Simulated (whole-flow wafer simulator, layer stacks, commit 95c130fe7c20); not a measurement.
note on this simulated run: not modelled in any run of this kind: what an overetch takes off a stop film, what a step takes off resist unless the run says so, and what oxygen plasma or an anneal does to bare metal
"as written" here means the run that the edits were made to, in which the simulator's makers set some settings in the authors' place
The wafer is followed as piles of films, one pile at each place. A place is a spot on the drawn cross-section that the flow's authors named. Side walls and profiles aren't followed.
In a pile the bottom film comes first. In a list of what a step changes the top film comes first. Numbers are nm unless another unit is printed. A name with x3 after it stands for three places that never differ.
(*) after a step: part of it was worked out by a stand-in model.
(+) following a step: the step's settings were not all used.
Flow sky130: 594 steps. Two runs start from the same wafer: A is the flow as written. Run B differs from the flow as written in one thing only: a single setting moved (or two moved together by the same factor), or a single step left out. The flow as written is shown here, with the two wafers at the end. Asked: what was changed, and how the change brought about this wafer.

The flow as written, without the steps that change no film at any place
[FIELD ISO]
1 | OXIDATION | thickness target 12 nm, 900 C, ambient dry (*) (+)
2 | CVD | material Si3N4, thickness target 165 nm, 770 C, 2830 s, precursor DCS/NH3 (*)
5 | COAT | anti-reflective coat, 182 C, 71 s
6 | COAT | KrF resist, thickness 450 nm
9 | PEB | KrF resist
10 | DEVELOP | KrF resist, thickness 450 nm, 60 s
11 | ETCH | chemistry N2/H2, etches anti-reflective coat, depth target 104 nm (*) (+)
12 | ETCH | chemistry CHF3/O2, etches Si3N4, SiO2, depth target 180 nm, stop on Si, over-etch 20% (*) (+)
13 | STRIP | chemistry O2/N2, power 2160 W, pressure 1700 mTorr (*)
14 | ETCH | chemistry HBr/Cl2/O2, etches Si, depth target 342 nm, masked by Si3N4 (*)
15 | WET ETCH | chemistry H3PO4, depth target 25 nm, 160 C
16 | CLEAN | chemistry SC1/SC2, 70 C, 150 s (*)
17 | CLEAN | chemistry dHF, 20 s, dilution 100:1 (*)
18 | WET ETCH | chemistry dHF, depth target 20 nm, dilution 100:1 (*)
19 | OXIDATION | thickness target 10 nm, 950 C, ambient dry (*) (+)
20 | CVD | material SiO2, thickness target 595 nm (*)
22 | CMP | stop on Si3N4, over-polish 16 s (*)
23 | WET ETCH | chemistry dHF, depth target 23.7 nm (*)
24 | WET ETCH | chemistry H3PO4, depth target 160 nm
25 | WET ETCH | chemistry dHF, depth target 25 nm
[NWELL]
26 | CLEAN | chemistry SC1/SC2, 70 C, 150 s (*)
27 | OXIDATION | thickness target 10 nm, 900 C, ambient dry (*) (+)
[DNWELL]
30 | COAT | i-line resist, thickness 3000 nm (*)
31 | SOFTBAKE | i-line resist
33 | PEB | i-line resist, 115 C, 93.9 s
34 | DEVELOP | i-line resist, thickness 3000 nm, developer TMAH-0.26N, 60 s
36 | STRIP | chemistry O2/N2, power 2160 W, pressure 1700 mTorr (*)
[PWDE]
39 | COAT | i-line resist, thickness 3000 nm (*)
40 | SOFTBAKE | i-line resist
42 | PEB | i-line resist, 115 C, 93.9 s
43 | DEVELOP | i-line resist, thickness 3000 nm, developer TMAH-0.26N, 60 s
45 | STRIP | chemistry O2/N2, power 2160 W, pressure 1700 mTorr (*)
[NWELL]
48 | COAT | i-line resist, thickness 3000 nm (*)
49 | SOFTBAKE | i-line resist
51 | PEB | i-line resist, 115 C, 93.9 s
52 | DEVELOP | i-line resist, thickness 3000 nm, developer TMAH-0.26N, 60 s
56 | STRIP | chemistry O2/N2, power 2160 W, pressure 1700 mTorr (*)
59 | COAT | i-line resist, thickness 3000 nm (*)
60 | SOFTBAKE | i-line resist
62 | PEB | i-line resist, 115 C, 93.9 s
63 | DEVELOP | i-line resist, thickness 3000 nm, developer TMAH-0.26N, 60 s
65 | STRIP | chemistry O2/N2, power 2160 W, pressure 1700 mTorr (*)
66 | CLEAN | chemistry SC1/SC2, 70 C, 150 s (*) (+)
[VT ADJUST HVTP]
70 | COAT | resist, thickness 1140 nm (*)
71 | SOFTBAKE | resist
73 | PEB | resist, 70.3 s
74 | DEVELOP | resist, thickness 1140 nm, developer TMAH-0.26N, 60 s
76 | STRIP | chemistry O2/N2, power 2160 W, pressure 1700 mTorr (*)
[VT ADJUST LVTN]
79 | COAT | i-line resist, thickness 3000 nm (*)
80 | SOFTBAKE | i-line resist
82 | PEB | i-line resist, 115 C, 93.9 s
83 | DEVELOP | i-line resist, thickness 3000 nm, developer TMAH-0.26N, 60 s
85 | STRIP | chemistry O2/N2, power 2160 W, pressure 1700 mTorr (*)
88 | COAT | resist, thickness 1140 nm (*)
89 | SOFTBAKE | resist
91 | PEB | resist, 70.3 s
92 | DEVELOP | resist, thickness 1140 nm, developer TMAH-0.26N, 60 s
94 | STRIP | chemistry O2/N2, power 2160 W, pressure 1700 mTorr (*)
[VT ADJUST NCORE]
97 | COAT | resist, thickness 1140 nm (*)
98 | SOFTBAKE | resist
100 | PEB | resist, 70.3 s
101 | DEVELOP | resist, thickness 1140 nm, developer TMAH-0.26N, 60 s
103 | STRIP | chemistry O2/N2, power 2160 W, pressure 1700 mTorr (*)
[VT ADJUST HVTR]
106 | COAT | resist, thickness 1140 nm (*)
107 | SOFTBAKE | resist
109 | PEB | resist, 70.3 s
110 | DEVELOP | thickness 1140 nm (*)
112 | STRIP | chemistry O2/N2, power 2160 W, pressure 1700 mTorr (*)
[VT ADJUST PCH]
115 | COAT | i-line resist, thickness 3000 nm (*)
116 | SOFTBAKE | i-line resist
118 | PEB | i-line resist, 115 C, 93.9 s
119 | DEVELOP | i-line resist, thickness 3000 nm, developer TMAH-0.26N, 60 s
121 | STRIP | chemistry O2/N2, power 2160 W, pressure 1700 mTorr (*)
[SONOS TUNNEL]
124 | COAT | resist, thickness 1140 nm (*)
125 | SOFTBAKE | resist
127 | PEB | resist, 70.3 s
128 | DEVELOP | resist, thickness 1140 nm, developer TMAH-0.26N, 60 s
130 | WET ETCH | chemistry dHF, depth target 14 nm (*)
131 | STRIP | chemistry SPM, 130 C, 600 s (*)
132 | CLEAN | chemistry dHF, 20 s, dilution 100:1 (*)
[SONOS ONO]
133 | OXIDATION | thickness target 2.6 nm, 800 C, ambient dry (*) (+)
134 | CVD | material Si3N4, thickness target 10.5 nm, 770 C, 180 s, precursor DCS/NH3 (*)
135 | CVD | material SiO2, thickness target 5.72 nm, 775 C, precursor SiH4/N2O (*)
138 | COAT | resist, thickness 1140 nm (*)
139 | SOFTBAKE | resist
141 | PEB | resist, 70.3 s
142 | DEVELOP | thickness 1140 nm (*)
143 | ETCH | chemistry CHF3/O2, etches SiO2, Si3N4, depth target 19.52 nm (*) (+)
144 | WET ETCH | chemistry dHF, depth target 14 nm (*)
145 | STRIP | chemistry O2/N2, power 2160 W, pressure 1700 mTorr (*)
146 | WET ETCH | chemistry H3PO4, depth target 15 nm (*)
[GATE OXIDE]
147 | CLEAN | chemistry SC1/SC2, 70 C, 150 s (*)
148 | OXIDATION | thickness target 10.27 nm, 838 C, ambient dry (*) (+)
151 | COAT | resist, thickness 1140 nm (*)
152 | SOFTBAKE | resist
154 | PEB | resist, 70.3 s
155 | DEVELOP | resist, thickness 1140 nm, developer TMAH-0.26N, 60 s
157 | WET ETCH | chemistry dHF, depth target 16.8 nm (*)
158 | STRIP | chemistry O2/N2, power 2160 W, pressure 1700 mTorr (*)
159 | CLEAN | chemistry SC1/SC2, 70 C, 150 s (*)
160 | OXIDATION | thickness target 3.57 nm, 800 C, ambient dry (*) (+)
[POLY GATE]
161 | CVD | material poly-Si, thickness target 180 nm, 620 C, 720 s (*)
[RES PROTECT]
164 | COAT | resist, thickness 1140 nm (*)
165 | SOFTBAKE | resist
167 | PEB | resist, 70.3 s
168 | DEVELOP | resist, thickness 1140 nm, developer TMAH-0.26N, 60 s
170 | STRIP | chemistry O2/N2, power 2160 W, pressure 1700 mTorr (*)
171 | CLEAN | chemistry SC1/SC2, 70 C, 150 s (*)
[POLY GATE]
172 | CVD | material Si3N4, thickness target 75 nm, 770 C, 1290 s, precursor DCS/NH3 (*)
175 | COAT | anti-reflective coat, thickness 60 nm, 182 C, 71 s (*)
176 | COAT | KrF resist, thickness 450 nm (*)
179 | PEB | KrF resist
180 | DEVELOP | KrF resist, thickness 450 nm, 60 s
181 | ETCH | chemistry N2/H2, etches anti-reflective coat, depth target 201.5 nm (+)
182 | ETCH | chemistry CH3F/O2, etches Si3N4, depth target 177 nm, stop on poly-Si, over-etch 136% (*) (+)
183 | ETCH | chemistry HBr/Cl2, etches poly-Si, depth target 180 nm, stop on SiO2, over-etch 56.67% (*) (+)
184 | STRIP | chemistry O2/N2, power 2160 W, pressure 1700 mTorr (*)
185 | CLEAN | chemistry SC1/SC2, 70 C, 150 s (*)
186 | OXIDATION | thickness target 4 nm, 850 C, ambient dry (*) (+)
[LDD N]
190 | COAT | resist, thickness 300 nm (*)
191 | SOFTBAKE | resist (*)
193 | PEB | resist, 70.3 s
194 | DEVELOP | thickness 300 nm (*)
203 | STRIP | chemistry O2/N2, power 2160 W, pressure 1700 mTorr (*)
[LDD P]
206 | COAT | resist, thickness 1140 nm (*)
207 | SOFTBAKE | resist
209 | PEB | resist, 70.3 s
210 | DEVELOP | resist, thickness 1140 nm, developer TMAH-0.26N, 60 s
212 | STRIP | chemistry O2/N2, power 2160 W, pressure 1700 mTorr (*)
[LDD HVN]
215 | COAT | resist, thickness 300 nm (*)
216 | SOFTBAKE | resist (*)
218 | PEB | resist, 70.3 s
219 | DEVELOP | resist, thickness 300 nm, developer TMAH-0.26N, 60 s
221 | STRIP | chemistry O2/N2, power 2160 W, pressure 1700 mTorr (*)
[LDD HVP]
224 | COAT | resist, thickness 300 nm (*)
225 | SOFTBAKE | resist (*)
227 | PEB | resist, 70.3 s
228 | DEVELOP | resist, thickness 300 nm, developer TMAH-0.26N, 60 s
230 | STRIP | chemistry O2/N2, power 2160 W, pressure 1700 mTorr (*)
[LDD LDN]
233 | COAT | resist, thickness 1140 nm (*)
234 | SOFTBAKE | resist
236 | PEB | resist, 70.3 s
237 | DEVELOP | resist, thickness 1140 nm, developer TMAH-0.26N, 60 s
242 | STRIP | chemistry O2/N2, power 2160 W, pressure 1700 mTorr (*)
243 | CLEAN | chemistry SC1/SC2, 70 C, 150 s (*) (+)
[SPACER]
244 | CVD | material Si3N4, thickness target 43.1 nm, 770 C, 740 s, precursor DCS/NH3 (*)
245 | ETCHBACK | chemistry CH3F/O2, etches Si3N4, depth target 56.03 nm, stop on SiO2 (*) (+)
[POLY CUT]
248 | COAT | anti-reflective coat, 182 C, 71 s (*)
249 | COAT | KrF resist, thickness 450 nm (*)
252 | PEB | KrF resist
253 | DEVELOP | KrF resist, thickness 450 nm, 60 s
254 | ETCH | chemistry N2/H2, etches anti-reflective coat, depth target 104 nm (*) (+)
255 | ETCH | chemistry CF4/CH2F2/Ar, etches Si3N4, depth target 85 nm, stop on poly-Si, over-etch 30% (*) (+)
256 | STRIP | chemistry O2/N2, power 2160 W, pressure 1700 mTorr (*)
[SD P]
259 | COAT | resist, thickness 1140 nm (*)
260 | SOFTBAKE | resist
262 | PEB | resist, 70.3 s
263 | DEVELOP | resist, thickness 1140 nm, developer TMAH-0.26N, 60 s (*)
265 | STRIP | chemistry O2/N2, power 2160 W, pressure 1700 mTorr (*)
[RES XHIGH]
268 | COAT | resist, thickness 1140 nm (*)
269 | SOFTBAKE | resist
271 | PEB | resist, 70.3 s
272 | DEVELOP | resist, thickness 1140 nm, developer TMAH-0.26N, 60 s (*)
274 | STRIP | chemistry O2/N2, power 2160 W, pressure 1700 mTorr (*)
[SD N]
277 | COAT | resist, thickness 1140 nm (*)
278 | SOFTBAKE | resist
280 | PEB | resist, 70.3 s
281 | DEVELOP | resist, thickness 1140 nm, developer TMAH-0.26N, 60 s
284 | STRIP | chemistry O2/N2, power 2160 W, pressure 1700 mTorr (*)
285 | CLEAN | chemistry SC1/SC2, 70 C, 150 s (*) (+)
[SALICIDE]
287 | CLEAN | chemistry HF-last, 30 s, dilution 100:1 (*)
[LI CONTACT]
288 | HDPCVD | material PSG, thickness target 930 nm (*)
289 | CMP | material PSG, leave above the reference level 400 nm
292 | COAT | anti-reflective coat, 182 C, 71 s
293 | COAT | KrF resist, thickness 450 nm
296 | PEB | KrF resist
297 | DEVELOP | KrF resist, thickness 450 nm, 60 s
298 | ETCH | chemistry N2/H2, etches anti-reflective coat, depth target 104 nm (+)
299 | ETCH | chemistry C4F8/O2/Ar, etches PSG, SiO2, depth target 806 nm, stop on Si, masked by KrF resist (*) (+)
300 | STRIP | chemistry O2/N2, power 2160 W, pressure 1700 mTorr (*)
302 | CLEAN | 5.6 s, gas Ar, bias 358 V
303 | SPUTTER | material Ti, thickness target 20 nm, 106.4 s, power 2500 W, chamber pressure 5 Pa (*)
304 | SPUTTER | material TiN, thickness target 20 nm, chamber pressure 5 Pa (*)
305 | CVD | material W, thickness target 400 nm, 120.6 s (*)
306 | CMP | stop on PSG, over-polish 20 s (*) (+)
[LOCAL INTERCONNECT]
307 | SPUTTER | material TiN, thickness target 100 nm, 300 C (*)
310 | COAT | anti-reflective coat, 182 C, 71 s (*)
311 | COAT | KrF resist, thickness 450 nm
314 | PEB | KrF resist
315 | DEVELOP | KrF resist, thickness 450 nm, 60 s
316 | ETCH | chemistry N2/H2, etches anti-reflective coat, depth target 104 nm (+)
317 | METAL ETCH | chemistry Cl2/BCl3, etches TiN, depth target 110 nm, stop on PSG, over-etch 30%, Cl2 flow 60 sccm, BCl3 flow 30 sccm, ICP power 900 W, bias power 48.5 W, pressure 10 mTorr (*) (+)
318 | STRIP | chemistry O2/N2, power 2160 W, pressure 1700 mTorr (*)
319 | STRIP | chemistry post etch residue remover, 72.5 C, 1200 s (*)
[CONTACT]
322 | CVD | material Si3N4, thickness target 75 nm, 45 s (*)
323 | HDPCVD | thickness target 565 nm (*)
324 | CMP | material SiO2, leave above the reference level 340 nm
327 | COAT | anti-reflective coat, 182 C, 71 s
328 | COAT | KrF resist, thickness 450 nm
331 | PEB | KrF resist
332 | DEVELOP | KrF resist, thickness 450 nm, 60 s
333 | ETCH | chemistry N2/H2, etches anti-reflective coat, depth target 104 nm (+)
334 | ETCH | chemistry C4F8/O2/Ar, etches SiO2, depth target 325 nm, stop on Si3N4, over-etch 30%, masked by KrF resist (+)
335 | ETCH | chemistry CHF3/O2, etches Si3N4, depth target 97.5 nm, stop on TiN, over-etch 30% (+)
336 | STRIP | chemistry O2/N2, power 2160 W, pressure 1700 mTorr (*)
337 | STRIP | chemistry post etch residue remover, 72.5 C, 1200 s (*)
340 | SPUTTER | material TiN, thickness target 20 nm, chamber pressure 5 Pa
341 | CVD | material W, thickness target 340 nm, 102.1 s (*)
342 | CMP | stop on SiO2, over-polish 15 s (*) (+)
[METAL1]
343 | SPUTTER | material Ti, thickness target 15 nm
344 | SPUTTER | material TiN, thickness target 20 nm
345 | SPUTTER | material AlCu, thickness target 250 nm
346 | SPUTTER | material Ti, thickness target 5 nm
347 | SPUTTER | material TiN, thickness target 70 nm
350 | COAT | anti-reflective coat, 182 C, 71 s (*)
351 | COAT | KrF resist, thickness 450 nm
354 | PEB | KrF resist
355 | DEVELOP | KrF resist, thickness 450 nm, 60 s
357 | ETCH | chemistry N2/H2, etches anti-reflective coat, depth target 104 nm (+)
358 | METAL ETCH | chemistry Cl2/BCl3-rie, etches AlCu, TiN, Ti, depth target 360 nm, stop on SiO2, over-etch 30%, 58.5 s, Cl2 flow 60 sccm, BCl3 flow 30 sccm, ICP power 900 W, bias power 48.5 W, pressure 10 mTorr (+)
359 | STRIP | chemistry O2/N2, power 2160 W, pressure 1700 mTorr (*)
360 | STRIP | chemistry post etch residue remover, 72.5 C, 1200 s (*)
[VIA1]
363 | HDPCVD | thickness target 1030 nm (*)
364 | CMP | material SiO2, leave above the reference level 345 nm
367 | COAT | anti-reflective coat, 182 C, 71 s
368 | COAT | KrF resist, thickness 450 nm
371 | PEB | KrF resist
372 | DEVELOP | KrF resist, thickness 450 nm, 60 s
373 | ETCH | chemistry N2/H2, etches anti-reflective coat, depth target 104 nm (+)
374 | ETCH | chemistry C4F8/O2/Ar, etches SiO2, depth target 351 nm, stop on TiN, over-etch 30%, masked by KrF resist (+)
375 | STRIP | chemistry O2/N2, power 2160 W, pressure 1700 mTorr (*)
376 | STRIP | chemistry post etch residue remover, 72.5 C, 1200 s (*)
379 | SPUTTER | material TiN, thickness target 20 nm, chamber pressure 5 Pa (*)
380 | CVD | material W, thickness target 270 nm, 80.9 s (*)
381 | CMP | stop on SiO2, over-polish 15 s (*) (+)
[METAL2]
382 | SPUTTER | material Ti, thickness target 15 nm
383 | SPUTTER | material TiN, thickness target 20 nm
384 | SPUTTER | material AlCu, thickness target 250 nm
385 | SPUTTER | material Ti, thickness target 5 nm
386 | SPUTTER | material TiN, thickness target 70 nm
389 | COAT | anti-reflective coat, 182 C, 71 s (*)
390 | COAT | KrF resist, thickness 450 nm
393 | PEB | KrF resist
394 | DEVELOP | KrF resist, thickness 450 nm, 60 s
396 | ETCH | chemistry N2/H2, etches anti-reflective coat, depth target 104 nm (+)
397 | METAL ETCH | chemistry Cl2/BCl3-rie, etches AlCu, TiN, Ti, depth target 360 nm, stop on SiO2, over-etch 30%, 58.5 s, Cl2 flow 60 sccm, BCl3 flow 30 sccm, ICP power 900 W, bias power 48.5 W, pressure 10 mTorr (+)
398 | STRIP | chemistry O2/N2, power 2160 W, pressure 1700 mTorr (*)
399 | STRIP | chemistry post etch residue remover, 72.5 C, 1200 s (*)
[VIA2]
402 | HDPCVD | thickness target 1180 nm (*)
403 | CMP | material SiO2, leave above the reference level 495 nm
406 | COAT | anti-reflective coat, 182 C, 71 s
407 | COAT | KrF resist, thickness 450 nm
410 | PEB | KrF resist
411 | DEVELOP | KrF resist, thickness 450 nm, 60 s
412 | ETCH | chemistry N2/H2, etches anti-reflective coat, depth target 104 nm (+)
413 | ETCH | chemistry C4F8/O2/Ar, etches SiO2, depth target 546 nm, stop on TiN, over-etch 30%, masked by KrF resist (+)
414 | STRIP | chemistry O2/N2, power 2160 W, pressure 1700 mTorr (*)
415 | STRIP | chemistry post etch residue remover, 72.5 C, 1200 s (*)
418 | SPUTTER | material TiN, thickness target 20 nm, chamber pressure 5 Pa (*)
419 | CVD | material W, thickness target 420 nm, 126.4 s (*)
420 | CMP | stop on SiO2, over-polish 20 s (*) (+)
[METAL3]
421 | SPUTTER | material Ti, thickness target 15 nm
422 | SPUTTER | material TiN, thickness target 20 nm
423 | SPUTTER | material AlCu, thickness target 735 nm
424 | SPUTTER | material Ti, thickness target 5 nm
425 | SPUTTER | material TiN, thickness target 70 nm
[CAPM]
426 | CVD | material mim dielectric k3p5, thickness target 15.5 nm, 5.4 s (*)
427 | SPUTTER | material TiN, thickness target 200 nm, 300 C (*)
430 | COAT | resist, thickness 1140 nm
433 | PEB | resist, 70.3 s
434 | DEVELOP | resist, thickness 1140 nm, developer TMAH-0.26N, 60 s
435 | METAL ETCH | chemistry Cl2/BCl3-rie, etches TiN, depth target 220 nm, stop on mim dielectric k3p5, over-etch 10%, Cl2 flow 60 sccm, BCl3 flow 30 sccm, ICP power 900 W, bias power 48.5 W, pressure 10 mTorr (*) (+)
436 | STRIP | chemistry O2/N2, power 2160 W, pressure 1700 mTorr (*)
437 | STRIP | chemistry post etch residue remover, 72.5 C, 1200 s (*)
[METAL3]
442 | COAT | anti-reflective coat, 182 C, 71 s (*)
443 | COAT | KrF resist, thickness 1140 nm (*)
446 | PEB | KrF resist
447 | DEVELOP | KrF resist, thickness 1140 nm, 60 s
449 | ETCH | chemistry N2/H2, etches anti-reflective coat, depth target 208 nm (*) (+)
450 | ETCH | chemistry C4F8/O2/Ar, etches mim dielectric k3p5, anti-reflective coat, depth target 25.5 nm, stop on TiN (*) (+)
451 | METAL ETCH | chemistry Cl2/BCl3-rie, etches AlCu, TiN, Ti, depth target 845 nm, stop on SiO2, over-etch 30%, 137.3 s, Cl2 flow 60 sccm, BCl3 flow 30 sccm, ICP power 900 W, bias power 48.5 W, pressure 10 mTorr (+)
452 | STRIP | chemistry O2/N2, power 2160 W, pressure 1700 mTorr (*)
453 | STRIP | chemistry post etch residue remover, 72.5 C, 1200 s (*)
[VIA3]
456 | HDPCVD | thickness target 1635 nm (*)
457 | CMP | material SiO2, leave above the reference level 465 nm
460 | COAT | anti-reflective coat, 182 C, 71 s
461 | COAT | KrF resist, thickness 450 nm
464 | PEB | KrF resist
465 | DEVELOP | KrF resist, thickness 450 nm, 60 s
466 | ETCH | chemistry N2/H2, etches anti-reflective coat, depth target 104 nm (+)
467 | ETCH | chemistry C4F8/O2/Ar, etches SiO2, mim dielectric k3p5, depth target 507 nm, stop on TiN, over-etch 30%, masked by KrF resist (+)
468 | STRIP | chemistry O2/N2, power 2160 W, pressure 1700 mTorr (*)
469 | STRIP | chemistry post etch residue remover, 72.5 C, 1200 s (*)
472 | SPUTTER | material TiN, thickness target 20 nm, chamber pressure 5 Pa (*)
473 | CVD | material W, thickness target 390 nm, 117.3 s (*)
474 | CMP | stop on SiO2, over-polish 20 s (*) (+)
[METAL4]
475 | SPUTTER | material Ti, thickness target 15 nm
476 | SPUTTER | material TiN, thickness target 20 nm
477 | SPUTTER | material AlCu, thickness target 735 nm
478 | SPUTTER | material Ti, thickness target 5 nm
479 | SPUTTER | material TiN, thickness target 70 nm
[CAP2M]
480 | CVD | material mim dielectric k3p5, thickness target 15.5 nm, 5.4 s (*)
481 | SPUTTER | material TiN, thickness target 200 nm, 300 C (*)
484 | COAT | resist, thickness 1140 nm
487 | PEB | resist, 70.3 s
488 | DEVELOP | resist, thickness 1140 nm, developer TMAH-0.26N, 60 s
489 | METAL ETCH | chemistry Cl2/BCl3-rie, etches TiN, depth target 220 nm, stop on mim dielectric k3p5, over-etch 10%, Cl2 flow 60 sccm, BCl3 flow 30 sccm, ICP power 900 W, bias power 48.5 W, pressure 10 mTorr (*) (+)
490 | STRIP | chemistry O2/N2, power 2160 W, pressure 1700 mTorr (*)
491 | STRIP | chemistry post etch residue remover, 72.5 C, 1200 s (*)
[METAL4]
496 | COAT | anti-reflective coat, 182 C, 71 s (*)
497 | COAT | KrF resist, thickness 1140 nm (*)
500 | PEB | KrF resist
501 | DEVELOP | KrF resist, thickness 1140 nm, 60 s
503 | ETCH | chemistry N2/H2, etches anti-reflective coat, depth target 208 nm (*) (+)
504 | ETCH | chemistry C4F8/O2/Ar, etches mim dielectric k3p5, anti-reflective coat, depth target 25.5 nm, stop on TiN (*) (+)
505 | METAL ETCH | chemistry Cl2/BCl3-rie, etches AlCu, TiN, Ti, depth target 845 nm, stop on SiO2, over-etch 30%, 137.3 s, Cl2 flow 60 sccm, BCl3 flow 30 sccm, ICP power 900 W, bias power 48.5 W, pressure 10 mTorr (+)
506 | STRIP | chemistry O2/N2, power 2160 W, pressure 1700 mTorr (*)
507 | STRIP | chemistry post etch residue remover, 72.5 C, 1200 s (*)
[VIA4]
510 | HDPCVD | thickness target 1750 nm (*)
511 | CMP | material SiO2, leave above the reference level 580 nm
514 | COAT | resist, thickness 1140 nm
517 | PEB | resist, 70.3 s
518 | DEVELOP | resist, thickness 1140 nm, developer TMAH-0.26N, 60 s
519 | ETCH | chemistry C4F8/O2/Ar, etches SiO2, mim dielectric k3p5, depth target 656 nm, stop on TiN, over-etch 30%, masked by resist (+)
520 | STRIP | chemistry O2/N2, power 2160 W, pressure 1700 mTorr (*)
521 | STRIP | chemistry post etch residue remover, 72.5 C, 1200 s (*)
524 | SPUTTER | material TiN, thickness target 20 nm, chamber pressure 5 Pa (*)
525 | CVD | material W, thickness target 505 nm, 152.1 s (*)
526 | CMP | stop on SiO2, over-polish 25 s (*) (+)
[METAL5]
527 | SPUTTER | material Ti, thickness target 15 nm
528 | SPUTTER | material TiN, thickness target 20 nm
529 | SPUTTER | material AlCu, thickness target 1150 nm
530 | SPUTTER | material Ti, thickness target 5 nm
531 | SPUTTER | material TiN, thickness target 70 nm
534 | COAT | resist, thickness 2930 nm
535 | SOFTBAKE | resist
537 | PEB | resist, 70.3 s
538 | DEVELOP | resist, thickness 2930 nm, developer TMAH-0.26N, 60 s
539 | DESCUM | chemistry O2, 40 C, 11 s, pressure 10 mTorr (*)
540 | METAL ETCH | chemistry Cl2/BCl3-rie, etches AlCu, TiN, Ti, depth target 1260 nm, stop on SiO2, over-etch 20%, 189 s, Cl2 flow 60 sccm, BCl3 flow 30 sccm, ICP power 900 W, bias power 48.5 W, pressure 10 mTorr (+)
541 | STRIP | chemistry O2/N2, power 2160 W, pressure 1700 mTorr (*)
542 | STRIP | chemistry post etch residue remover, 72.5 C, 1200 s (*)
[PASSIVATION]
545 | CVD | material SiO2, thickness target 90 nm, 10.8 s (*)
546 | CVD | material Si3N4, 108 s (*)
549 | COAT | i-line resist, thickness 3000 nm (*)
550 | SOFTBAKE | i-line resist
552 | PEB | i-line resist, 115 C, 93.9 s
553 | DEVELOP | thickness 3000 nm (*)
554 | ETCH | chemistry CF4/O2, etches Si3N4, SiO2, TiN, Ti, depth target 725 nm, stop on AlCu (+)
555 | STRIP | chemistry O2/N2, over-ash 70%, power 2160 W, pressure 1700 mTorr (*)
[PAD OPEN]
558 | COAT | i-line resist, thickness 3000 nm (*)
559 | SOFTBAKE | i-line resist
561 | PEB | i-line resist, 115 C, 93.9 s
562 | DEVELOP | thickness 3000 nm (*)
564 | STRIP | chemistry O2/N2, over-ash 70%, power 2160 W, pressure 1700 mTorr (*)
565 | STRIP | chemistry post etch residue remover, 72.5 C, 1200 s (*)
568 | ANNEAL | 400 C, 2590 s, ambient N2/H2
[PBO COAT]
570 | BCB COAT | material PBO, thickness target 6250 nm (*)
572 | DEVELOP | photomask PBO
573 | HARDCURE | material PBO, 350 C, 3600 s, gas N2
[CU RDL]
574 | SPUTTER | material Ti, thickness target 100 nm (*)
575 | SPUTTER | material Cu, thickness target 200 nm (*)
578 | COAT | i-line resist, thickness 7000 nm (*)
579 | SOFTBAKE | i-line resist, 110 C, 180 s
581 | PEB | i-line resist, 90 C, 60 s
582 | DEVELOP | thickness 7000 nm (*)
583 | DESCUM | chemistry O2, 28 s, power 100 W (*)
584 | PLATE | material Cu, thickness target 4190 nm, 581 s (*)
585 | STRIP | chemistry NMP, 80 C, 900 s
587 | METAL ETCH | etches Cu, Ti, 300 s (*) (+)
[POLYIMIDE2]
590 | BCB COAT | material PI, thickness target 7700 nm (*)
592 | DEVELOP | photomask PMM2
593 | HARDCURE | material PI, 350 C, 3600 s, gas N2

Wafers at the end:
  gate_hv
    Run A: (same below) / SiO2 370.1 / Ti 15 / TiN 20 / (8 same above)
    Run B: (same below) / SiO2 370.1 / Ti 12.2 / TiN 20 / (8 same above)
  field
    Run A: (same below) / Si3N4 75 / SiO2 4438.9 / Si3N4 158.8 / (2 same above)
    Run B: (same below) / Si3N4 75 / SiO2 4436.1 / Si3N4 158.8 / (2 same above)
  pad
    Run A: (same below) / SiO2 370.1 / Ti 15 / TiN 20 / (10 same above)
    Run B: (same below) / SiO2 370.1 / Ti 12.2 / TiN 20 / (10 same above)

What caused this: step 475, SPUTTER: thickness target 12.2 nm was run, whereas the flow has thickness target 15 nm.
One can read it off the wafer: gate_hv has Ti 12.2, and step 475 as written asks for 15 nm.

How this came from the change, step by step:
  475 | SPUTTER | material Ti, thickness target 15 nm
      field, active, n_well and 189 more: A Ti gains 15 (new film) | B Ti gains 12.2 (new film)
  505 | METAL ETCH | chemistry Cl2/BCl3-rie, etches AlCu, TiN, Ti, depth target 845 nm, stop on SiO2, over-etch 30%, 137.3 s, Cl2 flow 60 sccm, BCl3 flow 30 sccm, ICP power 900 W, bias power 48.5 W, pressure 10 mTorr (+)
      field, gate, spacer and 68 more: A TiN loses 70 (all of it), Ti loses 5 (all of it), AlCu loses 735 (all of it), TiN loses 20 (all of it), Ti loses 15 (all of it), SiO2 loses 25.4 | B TiN loses 70 (all of it), Ti loses 5 (all of it), AlCu loses 735 (all of it), TiN loses 20 (all of it), Ti loses 12.2 (all of it), SiO2 loses 25.6
      active, vpp_iso1, mim_edge_plate and 14 more: A TiN loses 70 (all of it), Ti loses 5 (all of it), AlCu loses 735 (all of it), TiN loses 20 (all of it), Ti loses 15 (all of it), SiO2 loses 25.3 | B TiN loses 70 (all of it), Ti loses 5 (all of it), AlCu loses 735 (all of it), TiN loses 20 (all of it), Ti loses 12.2 (all of it), SiO2 loses 25.6
